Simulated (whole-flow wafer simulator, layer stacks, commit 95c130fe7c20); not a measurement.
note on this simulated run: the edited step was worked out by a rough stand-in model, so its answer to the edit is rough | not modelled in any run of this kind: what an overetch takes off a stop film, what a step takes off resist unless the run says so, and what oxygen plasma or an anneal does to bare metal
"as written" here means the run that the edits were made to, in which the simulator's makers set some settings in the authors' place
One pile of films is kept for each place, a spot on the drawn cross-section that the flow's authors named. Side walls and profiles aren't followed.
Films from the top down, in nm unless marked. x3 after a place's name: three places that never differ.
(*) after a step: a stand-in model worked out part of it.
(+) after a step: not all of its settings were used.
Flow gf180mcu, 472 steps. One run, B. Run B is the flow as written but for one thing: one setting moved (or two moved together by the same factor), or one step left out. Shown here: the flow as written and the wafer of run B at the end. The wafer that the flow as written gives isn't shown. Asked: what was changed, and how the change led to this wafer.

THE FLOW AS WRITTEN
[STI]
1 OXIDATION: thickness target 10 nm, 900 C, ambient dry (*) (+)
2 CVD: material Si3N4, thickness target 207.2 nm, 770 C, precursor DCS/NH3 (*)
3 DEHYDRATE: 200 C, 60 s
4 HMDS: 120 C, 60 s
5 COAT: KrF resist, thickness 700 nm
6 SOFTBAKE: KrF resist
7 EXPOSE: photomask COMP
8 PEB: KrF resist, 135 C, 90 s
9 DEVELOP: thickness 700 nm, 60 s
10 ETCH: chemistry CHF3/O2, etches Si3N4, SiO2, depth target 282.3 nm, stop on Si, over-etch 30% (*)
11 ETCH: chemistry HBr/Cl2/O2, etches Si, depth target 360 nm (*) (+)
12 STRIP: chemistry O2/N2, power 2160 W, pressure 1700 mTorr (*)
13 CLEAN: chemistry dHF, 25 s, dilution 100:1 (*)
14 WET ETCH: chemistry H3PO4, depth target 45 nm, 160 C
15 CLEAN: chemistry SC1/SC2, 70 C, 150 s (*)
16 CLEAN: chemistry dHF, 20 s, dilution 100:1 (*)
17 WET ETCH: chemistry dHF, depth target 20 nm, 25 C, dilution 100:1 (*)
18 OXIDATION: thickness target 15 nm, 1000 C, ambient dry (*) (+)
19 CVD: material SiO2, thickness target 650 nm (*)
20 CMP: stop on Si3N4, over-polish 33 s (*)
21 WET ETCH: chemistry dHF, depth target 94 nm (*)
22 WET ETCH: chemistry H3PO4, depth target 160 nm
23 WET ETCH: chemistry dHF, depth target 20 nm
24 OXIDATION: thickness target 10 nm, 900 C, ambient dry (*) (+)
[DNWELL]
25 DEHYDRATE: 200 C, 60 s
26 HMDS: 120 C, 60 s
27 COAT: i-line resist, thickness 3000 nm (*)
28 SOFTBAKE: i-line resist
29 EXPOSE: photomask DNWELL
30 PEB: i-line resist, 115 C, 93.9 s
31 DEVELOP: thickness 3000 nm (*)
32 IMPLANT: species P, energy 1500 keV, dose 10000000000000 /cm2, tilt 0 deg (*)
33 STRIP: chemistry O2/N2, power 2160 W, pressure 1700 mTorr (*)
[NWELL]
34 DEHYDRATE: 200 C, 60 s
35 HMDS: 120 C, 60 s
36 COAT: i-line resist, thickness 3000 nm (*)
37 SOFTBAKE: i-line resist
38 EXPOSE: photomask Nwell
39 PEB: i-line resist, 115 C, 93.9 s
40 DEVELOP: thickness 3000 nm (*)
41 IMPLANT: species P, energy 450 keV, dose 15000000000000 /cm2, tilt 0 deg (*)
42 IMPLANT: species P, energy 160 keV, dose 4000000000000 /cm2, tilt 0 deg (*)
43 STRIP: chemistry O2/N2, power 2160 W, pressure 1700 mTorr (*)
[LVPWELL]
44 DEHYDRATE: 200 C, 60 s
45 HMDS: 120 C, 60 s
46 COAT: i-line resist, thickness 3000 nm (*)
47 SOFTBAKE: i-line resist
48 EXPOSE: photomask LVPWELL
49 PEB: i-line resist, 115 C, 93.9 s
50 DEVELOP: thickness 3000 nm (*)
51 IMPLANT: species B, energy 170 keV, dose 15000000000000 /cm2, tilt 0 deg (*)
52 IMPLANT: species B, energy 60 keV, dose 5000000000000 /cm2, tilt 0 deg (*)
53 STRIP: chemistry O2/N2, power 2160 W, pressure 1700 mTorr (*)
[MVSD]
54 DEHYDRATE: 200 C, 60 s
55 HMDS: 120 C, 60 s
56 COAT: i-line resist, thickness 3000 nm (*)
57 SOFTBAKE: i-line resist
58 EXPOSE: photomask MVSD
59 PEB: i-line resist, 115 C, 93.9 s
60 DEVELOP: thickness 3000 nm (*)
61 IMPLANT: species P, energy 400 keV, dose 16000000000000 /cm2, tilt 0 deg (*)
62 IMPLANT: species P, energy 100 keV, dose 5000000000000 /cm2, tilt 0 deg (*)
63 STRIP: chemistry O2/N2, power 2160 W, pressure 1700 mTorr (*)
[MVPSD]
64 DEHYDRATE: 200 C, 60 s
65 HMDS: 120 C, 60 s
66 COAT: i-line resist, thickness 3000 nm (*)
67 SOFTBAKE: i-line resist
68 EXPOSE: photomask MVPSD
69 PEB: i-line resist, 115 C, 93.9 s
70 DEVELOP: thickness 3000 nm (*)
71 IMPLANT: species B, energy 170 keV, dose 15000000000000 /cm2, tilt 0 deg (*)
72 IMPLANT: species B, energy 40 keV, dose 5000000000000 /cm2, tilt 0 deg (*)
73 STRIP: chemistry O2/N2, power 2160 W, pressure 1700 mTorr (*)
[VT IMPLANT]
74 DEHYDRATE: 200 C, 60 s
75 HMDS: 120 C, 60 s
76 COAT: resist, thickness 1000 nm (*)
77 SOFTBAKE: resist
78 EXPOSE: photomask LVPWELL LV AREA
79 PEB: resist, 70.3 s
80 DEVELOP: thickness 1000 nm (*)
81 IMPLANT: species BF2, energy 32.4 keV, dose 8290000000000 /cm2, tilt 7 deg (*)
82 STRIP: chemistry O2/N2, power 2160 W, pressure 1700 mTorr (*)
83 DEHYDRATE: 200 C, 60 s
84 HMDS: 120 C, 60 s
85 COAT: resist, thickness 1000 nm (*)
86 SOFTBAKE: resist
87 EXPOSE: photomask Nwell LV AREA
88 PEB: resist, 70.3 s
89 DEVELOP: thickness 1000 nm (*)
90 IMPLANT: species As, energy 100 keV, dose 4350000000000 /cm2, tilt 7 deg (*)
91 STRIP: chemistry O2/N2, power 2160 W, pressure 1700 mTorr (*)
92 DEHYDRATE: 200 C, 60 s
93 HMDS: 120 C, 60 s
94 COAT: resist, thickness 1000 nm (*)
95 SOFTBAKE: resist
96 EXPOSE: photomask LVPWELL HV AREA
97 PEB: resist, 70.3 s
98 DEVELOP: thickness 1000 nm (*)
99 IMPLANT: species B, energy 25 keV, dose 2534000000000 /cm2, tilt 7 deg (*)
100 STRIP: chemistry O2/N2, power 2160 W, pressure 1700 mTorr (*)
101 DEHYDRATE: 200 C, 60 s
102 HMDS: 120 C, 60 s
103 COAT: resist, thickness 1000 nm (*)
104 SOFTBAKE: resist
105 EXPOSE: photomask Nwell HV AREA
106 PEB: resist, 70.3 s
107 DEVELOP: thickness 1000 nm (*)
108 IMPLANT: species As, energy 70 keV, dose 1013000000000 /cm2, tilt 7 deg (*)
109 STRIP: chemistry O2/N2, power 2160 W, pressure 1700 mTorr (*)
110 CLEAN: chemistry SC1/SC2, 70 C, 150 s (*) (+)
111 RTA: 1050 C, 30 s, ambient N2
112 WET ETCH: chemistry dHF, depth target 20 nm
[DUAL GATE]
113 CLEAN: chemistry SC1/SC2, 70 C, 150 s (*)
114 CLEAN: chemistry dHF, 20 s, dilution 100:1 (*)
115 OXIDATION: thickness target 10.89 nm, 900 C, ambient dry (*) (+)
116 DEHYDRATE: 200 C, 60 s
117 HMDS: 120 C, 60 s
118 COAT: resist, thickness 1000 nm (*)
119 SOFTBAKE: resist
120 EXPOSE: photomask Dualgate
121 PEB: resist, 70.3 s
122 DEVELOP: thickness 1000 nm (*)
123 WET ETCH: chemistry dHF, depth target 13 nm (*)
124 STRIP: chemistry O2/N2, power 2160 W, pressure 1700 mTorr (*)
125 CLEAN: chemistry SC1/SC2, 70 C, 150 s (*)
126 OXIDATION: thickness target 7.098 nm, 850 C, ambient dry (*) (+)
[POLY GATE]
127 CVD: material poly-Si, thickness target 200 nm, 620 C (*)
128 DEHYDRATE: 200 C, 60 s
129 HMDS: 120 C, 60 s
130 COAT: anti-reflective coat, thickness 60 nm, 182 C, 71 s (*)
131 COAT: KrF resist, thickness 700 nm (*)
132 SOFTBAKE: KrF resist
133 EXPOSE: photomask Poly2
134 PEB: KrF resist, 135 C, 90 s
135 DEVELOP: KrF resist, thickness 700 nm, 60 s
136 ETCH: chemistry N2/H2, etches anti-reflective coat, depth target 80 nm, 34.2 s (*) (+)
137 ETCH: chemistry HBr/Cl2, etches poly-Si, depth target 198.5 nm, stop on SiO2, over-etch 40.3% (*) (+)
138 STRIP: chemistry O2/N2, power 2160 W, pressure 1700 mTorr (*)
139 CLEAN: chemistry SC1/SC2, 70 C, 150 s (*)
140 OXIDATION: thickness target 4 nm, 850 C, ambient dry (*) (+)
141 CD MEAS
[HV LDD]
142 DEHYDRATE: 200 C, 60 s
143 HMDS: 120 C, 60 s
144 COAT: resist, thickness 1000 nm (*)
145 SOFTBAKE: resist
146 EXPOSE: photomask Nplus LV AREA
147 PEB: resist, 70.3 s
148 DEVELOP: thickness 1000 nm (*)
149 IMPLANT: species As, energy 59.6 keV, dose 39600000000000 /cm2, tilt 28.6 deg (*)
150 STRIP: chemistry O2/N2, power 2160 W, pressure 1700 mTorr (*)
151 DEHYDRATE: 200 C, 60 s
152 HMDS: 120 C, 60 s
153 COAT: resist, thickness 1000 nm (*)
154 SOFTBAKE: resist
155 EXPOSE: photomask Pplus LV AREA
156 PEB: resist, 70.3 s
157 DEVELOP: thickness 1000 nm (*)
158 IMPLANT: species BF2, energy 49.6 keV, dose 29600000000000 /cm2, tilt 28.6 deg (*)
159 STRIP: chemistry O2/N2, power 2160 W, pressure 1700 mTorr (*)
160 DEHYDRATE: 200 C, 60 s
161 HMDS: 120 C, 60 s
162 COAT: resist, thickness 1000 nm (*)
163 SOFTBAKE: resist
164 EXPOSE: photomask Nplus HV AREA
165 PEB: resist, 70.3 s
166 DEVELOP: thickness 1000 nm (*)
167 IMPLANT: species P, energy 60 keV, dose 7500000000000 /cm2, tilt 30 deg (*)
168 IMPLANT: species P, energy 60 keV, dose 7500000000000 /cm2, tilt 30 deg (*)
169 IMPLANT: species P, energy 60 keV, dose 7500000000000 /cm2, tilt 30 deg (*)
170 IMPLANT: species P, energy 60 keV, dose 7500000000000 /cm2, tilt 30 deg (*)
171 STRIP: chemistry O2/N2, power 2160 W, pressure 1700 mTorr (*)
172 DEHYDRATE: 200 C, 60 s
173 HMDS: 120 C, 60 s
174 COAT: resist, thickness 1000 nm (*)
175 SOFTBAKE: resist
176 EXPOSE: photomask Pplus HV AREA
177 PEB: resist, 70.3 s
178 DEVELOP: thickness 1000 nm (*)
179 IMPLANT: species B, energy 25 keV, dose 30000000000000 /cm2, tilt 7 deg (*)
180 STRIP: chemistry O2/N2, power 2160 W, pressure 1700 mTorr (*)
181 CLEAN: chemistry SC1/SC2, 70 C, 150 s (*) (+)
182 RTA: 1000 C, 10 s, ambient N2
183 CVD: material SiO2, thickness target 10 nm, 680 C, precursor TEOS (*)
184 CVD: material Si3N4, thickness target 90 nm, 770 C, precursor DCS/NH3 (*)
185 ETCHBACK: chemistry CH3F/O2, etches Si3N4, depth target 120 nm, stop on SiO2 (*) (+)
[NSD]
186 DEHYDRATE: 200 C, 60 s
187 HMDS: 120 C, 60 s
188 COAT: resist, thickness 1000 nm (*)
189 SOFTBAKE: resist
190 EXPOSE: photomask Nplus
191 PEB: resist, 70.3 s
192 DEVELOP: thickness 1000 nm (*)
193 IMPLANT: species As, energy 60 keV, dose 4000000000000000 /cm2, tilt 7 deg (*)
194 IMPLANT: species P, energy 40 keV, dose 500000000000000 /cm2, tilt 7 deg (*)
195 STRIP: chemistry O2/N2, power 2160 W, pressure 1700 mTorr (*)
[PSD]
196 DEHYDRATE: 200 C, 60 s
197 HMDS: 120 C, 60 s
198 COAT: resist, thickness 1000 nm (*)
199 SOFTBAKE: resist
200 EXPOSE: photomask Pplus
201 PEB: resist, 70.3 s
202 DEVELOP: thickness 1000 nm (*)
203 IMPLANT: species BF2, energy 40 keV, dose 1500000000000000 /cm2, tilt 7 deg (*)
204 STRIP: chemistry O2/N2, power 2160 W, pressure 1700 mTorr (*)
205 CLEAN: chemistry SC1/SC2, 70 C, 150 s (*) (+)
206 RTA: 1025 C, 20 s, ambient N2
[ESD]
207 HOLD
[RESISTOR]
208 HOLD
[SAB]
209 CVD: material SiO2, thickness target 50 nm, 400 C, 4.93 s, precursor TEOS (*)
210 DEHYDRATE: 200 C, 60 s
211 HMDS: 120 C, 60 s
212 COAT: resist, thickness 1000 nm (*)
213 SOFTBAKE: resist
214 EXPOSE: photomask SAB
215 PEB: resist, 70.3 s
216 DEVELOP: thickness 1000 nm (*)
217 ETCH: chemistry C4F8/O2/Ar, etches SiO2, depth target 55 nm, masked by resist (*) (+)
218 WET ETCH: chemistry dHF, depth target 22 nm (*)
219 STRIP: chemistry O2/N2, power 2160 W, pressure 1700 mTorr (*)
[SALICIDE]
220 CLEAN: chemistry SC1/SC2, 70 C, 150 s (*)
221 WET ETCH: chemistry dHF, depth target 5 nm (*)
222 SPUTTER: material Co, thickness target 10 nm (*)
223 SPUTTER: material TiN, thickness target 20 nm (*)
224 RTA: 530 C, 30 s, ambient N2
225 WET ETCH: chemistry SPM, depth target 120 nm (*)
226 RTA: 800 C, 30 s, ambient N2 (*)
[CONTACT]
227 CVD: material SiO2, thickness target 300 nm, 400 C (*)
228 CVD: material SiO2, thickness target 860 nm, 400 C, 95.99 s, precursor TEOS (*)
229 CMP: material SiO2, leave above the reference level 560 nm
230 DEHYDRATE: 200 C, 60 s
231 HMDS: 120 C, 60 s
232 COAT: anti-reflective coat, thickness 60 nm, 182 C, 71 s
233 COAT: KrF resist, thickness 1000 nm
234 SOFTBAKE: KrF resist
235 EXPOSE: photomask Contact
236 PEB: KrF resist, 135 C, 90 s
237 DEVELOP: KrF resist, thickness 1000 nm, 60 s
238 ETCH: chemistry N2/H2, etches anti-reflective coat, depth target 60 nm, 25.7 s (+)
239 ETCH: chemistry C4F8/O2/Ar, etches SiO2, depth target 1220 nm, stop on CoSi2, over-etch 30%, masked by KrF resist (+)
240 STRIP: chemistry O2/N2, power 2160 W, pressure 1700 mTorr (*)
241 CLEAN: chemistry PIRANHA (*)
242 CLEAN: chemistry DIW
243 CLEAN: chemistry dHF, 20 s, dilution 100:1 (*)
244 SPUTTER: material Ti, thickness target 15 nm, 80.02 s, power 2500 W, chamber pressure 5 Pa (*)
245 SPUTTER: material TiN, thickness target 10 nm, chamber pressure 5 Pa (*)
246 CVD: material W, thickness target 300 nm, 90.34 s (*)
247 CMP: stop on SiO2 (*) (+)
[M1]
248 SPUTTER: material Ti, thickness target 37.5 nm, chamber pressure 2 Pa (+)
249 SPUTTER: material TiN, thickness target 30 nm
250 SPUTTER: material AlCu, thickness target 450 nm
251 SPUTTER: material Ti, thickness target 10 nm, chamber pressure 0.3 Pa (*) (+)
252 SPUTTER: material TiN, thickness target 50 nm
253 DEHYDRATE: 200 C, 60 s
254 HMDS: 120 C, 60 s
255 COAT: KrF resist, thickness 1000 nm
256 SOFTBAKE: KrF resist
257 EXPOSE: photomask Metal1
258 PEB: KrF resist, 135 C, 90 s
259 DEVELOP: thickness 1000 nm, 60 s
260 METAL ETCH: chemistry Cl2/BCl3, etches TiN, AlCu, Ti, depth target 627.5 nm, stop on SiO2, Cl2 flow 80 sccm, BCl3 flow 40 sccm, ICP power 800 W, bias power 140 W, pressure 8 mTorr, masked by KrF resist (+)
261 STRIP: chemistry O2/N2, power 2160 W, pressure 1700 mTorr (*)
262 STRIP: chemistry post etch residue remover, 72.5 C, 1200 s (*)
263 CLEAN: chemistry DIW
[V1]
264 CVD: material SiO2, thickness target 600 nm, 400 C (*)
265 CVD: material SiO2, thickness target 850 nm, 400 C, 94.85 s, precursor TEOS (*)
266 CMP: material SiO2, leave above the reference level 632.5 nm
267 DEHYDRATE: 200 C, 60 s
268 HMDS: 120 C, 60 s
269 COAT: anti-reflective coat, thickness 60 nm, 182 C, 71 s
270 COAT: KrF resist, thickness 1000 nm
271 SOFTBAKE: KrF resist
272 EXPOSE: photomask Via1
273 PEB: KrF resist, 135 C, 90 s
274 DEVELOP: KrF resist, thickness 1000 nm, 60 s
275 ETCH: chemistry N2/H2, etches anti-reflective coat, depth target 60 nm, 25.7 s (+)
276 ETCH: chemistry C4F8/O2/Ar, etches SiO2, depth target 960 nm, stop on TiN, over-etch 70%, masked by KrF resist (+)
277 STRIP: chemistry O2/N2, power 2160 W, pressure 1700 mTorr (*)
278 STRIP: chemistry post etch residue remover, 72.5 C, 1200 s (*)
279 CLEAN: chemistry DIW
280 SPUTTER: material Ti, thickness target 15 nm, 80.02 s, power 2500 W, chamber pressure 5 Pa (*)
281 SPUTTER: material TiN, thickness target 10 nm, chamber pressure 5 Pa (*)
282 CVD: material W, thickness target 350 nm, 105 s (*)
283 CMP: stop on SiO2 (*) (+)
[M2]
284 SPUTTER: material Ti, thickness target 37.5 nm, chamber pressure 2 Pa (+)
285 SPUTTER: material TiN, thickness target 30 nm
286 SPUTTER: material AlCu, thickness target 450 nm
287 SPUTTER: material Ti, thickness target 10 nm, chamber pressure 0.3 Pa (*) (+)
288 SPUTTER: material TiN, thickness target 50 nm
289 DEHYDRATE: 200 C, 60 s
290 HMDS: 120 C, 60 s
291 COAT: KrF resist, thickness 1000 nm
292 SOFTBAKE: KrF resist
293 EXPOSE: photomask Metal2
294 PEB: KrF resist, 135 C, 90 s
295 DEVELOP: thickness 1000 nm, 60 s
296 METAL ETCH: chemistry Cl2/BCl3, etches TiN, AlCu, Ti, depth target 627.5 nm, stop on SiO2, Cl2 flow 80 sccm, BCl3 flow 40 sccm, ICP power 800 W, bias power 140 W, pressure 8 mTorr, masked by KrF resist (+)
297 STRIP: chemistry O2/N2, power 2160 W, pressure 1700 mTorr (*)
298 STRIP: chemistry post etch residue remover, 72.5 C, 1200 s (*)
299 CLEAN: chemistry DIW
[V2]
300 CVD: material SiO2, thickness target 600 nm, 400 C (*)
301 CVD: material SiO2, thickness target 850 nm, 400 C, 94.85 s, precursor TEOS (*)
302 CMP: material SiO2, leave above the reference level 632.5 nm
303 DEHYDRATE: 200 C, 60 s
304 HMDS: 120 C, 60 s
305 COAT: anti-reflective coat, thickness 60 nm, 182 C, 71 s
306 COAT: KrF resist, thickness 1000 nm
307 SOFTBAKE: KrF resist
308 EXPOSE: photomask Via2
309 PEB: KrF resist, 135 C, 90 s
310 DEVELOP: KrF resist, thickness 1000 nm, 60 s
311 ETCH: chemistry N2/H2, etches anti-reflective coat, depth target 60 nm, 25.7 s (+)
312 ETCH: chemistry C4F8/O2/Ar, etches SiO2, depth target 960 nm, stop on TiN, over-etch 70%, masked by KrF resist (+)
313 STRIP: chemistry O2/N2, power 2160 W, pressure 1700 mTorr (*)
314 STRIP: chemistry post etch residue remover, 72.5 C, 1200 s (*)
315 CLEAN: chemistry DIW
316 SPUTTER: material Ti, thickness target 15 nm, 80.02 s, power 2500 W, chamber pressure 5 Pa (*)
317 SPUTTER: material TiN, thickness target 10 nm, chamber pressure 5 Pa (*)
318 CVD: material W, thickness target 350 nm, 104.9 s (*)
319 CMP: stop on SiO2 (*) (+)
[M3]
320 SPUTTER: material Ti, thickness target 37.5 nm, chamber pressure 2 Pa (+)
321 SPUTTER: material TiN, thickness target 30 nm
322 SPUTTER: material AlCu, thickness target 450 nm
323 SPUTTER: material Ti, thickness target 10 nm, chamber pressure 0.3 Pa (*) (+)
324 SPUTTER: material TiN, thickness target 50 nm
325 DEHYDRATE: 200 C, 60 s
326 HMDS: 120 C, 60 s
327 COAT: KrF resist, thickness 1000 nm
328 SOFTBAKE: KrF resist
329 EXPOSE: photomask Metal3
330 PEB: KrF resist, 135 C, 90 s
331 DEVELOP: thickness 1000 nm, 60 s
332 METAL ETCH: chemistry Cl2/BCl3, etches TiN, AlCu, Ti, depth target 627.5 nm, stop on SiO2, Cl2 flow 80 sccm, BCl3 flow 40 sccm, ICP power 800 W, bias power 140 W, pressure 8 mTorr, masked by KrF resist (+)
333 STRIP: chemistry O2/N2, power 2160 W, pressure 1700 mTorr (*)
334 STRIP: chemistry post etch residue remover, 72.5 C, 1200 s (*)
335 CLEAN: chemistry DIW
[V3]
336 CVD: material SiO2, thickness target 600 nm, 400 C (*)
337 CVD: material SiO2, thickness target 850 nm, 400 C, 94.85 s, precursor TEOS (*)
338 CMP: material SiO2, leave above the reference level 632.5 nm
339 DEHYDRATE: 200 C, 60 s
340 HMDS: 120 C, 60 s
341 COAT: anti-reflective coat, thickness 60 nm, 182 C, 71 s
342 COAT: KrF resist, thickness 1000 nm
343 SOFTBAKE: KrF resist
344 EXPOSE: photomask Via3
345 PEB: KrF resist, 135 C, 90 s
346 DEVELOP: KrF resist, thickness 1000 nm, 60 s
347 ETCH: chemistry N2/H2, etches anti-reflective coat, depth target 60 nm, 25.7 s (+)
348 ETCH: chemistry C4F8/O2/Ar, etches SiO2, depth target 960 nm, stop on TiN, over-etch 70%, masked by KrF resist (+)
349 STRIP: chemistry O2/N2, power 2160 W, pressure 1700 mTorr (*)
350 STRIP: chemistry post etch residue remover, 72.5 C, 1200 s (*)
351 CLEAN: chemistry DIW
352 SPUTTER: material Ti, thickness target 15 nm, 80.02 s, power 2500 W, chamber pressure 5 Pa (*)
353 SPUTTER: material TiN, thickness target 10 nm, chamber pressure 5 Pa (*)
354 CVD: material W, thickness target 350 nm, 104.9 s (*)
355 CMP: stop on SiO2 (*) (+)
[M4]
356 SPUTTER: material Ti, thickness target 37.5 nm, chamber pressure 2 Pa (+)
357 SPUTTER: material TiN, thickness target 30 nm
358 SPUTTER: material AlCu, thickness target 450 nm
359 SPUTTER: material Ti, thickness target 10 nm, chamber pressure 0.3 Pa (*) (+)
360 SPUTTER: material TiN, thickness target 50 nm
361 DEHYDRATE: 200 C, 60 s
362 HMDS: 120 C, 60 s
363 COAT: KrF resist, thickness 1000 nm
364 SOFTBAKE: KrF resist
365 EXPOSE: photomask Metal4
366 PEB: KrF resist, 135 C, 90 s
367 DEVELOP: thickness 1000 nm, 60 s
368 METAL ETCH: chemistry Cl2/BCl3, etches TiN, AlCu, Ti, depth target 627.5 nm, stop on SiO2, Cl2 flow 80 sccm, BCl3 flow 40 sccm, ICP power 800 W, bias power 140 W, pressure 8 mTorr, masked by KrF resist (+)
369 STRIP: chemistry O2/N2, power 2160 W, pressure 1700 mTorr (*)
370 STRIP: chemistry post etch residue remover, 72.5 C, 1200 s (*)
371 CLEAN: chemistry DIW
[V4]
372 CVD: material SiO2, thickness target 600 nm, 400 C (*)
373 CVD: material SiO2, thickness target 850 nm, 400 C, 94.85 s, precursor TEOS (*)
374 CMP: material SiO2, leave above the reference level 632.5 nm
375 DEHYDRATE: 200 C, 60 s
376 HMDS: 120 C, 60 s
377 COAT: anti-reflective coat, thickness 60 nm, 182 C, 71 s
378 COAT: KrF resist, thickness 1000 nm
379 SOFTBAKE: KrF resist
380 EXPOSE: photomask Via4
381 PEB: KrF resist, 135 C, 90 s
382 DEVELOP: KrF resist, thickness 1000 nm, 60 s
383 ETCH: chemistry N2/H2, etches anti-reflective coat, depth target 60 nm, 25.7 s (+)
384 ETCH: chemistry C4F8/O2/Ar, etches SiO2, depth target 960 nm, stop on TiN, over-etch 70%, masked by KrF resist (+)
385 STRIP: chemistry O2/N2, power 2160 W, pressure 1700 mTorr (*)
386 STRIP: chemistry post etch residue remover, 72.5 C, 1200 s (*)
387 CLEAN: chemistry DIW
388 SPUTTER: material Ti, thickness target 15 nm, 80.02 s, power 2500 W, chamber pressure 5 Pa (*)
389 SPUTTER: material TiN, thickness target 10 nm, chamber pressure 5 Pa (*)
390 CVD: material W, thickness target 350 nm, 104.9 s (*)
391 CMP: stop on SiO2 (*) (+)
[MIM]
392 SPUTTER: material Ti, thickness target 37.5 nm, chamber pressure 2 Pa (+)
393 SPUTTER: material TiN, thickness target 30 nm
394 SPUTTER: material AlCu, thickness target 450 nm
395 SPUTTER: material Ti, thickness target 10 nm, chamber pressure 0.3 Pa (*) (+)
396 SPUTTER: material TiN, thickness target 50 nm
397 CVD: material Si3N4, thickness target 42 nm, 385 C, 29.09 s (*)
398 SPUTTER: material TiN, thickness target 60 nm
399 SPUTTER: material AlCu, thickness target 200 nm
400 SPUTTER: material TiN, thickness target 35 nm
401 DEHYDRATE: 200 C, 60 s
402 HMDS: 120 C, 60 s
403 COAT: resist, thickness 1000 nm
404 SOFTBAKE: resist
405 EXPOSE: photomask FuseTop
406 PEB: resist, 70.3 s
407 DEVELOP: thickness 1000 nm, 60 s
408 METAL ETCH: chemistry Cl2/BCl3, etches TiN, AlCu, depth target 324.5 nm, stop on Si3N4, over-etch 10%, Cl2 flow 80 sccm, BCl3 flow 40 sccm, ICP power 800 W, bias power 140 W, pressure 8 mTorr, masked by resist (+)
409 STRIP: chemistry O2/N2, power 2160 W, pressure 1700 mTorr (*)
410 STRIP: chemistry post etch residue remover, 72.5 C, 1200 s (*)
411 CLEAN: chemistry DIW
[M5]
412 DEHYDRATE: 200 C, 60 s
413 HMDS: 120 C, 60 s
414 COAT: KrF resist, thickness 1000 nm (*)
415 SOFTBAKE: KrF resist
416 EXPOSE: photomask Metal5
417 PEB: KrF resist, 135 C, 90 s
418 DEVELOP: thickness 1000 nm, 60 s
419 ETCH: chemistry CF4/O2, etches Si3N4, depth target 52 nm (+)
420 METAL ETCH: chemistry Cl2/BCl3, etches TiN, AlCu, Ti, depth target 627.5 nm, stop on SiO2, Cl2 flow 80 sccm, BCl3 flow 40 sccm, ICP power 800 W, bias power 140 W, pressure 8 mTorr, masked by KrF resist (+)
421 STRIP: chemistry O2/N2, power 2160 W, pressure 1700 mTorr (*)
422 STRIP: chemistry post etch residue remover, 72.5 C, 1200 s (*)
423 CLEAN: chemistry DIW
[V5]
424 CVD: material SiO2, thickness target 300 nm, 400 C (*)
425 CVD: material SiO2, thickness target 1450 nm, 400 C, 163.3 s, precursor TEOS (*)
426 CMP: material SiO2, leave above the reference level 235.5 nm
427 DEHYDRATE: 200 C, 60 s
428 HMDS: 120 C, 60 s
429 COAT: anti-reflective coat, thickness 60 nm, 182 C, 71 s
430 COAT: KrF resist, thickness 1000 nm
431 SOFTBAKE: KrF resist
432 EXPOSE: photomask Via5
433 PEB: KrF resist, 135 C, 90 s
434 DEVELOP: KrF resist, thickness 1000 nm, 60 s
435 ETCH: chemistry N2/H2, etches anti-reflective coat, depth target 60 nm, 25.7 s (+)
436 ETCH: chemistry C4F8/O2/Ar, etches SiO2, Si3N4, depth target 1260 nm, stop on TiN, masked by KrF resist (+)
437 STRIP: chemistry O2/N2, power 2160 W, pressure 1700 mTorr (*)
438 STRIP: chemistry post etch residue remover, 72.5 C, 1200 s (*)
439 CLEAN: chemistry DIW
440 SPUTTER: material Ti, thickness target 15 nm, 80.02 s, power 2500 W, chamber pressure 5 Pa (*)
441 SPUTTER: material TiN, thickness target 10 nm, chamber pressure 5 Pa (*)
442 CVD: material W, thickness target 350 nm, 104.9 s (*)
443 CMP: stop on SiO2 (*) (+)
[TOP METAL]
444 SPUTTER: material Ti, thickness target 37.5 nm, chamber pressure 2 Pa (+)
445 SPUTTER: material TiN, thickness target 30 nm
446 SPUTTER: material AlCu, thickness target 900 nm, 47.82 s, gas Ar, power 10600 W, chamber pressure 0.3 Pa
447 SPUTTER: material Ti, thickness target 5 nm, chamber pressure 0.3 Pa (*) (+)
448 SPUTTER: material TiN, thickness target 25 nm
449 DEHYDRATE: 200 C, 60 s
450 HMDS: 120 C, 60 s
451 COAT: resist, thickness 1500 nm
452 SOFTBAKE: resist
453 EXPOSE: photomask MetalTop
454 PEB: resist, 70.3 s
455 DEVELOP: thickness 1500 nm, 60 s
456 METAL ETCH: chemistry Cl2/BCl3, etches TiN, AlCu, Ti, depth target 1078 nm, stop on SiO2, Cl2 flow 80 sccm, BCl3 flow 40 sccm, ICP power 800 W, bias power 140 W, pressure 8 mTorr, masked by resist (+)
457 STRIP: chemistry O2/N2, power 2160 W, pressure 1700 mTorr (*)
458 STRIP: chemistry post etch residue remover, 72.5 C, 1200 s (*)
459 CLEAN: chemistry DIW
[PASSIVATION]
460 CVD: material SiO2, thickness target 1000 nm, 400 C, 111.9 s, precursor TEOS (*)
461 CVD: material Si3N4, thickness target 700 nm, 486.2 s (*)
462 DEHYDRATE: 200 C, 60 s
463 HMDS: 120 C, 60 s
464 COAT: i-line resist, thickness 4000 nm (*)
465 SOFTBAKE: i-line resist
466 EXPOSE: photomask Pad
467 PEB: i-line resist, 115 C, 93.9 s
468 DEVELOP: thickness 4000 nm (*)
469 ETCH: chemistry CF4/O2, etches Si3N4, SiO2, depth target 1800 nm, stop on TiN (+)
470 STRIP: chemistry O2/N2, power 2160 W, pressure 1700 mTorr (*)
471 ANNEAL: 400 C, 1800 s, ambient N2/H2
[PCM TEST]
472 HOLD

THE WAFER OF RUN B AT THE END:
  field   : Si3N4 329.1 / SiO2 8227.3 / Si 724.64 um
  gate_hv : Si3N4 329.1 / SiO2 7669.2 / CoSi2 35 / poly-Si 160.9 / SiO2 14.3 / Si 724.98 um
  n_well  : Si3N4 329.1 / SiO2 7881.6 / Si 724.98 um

The cause: step 461, CVD: thickness target 329 nm was run, where the flow has thickness target 700 nm; step 461, CVD: 228.5 s was run, where the flow has 486.2 s.

How the change led to this, step by step:
  461 CVD: material Si3N4, thickness target 700 nm, 486.2 s (*)
      field, field__w1, field__w2 and 109 more: Si3N4 +329.1 (new film) (as written it would be: Si3N4 +700 (new film))
  465 SOFTBAKE: i-line resist
      ld_acc_p, ld_fp_p, ld_drift_p: i-line resist +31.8 (as written it would be: i-line resist +33.8)
      field__w11, field__w13: i-line resist +35.7 (as written it would be: i-line resist +37.6)
      (and at 54 more places)
  469 ETCH: chemistry CF4/O2, etches Si3N4, SiO2, depth target 1800 nm, stop on TiN (+)
      pad: Si3N4 -329.1 (all of it), SiO2 -1000 (all of it) (as written it would be: Si3N4 -700 (all of it), SiO2 -1000 (all of it))
